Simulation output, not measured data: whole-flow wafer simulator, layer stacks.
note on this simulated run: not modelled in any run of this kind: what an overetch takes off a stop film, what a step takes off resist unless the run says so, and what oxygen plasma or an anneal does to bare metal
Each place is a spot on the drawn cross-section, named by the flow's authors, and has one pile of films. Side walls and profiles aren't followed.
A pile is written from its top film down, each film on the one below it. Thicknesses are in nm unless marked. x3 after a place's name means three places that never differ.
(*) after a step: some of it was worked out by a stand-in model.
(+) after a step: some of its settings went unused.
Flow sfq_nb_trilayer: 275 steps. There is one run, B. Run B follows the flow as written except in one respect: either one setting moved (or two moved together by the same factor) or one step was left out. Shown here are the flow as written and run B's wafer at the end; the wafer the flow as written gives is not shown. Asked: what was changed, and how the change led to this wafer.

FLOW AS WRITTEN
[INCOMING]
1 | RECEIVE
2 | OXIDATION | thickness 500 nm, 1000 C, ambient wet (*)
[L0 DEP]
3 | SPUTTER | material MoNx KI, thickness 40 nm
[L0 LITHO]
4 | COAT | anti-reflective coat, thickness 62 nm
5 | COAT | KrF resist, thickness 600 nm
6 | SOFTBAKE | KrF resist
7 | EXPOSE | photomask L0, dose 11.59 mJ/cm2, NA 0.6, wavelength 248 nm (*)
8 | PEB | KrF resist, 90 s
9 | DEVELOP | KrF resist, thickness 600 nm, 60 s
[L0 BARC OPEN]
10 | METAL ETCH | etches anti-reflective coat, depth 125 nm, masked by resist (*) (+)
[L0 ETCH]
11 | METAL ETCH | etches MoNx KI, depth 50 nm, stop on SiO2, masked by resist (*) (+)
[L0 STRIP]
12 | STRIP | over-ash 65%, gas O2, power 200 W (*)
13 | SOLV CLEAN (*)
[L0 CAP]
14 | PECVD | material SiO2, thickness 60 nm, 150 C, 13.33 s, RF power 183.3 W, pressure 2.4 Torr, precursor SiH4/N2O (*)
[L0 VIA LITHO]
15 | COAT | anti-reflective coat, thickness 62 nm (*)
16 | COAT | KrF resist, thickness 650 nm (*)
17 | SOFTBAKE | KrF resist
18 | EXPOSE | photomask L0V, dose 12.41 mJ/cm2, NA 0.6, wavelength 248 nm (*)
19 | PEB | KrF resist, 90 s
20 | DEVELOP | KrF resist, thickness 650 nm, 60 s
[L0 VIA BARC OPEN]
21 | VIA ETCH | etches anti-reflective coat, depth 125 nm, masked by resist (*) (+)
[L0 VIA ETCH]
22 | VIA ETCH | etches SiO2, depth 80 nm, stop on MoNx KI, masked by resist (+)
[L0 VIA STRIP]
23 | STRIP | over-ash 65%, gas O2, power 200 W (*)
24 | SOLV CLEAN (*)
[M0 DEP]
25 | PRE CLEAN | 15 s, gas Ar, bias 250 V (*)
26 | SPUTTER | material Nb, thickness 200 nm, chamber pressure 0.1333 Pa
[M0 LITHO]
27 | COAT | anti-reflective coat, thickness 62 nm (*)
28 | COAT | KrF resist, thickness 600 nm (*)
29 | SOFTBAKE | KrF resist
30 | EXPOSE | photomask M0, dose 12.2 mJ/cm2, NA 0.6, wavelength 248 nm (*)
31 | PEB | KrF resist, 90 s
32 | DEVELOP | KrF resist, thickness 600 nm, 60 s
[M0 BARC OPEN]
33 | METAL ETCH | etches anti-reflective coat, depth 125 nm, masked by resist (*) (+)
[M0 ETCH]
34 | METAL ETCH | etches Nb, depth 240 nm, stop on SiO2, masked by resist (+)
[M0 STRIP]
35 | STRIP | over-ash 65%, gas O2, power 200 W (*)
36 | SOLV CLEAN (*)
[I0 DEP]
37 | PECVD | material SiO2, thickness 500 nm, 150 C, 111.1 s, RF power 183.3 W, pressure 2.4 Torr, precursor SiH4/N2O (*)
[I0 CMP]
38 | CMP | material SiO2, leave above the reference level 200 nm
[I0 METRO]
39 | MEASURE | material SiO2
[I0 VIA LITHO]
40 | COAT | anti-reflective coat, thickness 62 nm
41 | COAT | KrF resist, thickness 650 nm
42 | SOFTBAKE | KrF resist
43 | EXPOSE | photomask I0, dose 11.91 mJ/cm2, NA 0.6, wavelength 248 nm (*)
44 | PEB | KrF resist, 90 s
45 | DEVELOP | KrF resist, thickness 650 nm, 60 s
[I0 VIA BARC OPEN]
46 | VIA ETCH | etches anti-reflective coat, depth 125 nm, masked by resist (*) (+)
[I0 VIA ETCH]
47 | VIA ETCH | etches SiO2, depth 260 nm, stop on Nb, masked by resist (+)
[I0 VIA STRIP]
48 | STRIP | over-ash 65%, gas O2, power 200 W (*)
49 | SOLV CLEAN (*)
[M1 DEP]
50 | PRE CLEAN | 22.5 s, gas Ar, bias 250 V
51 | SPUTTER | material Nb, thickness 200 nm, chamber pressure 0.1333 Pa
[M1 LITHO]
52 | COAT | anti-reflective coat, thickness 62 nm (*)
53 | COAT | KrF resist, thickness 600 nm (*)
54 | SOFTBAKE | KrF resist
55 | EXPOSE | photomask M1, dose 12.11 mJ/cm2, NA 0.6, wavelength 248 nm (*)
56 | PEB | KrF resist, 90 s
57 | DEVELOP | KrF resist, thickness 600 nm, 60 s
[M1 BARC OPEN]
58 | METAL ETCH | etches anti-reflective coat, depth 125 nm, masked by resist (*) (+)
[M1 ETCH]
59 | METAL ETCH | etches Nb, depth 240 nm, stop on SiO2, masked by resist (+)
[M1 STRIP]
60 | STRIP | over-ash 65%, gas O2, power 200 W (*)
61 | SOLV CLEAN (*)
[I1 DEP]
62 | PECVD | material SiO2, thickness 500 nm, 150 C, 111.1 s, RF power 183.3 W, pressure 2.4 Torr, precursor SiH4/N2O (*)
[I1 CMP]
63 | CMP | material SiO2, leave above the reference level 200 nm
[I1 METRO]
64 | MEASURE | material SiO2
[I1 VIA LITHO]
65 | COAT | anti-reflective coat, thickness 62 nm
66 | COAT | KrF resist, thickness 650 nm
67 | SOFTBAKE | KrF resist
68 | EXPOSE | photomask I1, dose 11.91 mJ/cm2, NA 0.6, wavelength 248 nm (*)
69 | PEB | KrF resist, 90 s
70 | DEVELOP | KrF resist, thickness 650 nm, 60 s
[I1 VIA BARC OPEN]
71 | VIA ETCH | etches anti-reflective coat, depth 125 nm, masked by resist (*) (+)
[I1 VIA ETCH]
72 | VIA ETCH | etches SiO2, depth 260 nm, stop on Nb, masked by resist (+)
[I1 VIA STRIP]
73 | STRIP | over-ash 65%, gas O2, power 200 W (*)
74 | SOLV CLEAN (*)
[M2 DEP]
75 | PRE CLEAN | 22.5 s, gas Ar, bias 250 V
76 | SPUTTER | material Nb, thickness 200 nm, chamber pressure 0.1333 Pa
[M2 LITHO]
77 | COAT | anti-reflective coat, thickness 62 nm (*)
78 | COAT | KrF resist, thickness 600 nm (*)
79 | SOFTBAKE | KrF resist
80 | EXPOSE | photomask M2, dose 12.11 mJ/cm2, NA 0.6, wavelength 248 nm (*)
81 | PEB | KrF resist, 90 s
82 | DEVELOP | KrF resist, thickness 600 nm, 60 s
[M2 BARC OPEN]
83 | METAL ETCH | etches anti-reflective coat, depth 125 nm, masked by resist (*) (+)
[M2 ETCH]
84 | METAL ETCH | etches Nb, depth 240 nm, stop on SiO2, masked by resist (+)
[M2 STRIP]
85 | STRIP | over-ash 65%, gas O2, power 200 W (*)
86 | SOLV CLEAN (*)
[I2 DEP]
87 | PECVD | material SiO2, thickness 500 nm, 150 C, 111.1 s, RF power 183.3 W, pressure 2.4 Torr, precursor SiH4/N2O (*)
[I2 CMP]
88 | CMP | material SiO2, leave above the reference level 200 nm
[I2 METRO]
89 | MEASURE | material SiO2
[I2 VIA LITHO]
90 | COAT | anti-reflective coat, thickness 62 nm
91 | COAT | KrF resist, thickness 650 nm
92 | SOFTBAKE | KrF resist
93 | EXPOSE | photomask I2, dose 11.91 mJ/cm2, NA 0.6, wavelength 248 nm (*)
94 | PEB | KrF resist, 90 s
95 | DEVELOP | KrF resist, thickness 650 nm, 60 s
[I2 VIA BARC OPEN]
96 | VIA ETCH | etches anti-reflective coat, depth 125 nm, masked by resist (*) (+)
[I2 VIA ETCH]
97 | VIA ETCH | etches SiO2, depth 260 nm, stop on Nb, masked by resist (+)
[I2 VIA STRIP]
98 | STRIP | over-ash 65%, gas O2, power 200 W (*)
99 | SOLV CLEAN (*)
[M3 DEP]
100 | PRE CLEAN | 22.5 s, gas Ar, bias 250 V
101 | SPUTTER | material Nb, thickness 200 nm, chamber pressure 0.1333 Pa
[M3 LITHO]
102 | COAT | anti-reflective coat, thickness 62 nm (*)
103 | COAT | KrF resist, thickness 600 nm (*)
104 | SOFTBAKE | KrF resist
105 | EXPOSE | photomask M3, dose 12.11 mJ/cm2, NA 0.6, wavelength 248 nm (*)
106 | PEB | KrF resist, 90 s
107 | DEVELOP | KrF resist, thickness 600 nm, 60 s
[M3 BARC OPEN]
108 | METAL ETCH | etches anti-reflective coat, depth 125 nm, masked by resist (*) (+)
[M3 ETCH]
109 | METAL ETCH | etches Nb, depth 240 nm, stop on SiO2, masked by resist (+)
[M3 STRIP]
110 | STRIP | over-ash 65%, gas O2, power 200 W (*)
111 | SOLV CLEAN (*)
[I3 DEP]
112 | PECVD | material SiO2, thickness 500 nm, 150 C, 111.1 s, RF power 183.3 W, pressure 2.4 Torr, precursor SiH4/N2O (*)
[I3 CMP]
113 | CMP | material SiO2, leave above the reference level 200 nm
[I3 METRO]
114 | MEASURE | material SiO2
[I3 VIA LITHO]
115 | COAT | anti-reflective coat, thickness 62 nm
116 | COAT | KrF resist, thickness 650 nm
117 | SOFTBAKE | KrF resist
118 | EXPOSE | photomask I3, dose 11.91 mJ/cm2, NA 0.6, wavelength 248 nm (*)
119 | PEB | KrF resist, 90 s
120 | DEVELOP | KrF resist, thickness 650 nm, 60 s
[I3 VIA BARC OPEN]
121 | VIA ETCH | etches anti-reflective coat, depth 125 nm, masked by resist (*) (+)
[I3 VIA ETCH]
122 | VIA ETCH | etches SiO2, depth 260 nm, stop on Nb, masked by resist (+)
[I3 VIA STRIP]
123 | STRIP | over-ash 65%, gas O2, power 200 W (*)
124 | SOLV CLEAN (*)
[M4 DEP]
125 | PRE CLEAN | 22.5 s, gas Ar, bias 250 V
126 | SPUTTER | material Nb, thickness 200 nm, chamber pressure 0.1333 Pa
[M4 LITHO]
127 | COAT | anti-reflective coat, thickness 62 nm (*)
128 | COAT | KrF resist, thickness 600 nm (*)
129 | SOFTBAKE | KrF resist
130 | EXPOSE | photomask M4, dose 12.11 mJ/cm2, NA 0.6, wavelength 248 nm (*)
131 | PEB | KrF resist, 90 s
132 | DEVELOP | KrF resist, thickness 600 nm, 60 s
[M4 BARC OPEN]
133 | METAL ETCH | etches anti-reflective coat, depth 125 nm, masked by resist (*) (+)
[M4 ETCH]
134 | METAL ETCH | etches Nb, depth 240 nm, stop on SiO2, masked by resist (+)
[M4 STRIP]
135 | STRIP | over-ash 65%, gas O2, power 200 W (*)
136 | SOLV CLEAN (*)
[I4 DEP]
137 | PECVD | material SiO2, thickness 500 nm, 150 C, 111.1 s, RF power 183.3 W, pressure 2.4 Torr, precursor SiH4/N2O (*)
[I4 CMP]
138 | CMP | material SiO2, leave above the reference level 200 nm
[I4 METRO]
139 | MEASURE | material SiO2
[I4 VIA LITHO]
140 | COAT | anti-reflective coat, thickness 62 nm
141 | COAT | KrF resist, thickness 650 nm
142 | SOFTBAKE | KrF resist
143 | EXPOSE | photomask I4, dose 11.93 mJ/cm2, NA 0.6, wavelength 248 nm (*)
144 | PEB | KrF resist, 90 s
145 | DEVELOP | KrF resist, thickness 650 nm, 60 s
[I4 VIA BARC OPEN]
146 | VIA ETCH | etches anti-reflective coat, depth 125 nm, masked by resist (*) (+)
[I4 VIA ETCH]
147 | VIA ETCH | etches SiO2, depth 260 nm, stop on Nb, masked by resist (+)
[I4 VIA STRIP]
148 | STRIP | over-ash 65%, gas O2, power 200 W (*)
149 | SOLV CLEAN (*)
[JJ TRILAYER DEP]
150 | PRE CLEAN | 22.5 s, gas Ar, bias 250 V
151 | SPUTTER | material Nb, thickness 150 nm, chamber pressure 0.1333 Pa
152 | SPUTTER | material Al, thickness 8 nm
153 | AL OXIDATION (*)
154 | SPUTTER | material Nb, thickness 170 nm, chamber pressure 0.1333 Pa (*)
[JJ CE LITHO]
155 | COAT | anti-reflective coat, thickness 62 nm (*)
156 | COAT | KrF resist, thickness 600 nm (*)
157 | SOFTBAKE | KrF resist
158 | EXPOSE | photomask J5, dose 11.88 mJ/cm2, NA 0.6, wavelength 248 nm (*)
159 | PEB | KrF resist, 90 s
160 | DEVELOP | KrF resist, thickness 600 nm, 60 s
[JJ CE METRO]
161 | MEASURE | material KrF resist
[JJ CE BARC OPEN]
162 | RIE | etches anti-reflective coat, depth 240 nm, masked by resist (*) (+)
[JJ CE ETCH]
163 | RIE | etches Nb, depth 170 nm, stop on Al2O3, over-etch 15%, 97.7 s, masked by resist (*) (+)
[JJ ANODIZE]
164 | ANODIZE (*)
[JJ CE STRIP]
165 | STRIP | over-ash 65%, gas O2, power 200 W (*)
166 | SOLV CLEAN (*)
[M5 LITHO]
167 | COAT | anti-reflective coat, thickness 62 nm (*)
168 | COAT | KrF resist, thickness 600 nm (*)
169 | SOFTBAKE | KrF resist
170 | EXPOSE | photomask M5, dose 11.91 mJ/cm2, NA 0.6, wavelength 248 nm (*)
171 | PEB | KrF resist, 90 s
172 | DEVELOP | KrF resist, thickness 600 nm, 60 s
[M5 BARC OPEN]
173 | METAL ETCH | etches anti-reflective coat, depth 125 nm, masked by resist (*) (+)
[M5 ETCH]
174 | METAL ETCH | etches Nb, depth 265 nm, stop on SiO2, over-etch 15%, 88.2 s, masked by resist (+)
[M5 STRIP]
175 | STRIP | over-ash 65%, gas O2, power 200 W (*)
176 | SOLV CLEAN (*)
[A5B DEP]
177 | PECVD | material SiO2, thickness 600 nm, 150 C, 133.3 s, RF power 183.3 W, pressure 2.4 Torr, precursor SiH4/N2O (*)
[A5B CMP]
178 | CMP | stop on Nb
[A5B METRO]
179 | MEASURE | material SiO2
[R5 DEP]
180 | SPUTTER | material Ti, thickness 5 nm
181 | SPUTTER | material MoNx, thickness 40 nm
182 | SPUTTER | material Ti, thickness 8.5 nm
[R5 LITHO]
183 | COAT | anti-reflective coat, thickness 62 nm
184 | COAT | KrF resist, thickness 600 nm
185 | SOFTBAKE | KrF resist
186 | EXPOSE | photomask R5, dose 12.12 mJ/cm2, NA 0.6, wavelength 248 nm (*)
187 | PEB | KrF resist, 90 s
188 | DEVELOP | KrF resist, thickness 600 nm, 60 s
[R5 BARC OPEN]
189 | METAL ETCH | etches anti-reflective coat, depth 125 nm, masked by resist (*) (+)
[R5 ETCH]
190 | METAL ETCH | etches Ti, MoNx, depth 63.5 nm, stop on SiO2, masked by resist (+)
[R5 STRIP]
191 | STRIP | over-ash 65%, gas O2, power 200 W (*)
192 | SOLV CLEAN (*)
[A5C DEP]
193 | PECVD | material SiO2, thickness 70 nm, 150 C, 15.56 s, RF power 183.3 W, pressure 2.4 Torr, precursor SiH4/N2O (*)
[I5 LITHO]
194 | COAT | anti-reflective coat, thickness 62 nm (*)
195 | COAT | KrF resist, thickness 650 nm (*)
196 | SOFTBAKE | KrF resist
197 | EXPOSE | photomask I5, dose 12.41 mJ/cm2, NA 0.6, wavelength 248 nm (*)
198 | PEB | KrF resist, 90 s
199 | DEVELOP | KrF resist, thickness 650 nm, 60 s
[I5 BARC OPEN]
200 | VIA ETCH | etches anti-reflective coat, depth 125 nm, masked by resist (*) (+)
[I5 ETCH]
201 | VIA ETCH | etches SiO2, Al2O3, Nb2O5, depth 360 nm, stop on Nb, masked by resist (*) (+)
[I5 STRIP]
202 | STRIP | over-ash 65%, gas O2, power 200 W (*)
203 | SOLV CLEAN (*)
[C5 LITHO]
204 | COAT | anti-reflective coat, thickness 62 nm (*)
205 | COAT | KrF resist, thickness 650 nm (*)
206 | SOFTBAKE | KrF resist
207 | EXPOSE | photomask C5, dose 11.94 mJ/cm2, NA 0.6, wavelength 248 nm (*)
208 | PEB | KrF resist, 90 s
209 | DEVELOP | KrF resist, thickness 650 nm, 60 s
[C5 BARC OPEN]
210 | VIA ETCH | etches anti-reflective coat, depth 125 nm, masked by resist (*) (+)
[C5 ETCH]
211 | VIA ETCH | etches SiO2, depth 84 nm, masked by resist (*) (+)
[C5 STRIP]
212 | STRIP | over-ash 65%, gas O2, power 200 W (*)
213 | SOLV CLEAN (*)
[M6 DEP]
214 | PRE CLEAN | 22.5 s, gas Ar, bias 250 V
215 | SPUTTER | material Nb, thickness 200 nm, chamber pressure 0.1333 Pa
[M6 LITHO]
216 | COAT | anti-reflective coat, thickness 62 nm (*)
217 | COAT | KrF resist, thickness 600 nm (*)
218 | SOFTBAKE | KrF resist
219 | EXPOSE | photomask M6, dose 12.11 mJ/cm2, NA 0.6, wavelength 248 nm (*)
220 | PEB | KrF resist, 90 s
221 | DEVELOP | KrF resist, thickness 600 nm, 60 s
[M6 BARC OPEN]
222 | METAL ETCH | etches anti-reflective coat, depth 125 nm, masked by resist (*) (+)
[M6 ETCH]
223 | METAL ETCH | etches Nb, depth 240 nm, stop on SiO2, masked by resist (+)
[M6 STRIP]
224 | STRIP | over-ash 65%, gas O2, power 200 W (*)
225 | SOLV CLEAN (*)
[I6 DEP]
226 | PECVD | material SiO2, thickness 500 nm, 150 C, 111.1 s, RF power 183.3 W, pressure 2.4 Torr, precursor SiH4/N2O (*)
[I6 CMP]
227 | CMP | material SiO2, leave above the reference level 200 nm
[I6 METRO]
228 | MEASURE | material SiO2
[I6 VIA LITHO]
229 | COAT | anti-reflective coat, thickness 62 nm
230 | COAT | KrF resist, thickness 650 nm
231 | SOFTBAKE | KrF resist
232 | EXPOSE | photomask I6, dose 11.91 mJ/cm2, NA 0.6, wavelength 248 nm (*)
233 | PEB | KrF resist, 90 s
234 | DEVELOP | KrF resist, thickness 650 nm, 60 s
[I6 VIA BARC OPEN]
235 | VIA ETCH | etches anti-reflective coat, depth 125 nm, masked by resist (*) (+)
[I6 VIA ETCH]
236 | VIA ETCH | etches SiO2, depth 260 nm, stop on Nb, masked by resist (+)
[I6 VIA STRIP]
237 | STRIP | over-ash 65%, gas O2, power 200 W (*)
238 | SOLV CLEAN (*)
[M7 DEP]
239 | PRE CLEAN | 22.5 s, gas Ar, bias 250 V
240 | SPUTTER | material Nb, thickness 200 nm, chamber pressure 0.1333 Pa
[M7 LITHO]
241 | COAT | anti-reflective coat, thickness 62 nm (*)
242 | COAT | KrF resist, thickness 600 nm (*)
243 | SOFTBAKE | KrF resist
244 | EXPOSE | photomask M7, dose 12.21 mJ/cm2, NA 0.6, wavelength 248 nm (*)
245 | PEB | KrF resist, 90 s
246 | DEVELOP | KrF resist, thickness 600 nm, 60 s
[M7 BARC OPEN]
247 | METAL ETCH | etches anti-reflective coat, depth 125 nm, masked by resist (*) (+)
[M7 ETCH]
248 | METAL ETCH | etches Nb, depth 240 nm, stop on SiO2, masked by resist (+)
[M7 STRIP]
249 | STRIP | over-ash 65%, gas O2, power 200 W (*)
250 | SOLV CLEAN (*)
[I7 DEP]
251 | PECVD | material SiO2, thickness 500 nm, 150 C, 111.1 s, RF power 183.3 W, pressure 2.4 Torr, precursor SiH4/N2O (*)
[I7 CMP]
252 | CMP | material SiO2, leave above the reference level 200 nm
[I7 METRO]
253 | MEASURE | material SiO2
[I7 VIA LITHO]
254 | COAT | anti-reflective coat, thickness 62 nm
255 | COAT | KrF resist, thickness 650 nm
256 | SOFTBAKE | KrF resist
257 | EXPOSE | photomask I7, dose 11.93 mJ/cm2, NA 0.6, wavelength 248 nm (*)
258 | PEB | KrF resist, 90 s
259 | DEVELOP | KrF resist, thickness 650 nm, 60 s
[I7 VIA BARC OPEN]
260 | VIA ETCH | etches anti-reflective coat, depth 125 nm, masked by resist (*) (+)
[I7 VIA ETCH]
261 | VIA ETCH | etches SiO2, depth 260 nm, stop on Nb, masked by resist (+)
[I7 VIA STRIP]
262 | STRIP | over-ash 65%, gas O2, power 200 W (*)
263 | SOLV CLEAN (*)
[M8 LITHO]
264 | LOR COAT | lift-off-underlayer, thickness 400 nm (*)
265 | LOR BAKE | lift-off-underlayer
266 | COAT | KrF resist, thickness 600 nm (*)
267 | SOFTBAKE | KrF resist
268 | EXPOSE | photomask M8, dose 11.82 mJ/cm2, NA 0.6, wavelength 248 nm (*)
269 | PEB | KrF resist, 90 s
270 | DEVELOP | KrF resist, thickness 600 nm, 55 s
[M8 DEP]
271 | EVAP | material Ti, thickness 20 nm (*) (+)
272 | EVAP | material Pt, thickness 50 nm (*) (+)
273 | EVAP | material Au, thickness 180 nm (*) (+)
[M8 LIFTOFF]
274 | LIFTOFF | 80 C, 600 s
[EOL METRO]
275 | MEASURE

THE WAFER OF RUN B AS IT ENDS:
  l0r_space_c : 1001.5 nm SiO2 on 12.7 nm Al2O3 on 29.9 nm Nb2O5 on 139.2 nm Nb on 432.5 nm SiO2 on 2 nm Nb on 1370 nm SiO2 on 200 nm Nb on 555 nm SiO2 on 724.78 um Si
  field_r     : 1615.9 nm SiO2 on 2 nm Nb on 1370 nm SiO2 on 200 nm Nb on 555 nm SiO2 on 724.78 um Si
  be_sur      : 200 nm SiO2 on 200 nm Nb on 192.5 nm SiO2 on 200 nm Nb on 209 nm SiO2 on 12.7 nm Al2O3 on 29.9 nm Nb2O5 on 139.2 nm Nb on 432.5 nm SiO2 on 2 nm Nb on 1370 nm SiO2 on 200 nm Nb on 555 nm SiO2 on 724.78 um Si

Cause: step 126, SPUTTER: thickness 242 nm was run, though the flow has thickness 200 nm.

Step by step, how the change led to this:
  126 | SPUTTER | material Nb, thickness 200 nm, chamber pressure 0.1333 Pa
      field_l, v_sur, via_wl and 102 more: +242 Nb (new film) (as written it would have been: +200 Nb (new film))
      via_v: +200.8 Nb (as written it would have been: +165.5 Nb)
  134 | METAL ETCH | etches Nb, depth 240 nm, stop on SiO2, masked by resist (+)
      field_l, be, be_sur and 64 more: -240 Nb (as written it would have been: -200 Nb (all of it))
  137 | PECVD | material SiO2, thickness 500 nm, 150 C, 111.1 s, RF power 183.3 W, pressure 2.4 Torr, precursor SiH4/N2O (*)
      field_l, be, be_sur and 55 more: +500 SiO2 (new film) (as written it would have been: +500 SiO2)
      p3_s0, p3_s1, p3_s2, p3_s3, p3_s4, p3_s5: +597.1 SiO2 (new film) (as written it would have been: +557.1 SiO2)
      (and at 4 other places as well)
  138 | CMP | material SiO2, leave above the reference level 200 nm
      field_l, be, be_sur and 55 more: -60 SiO2 (as written it would have been: -100 SiO2)
      lsp_r, l0_sur, l0v: -50.3 SiO2 (as written it would have been: -91.9 SiO2)
      (and at 1 other place as well)
With metal films that touch counted as one body, l0r_space_c has 3 bodies (between them, from the top down: SiO2 432.5; SiO2 1370); the flow as written gives 2 bodies (between them, from the top down: SiO2 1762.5).
With metal films that touch counted as one body, field_r has 2 bodies (between them, from the top down: SiO2 1370); the flow as written gives 1 body.
With metal films that touch counted as one body, be_sur has 5 bodies (between them, from the top down: SiO2 192.5; SiO2 209 / Al2O3 12.7 / Nb2O5 29.9; SiO2 432.5; SiO2 1370); the flow as written gives 4 bodies (between them, from the top down: SiO2 192.5; SiO2 209 / Al2O3 12.7 / Nb2O5 29.9; SiO2 1762.5).
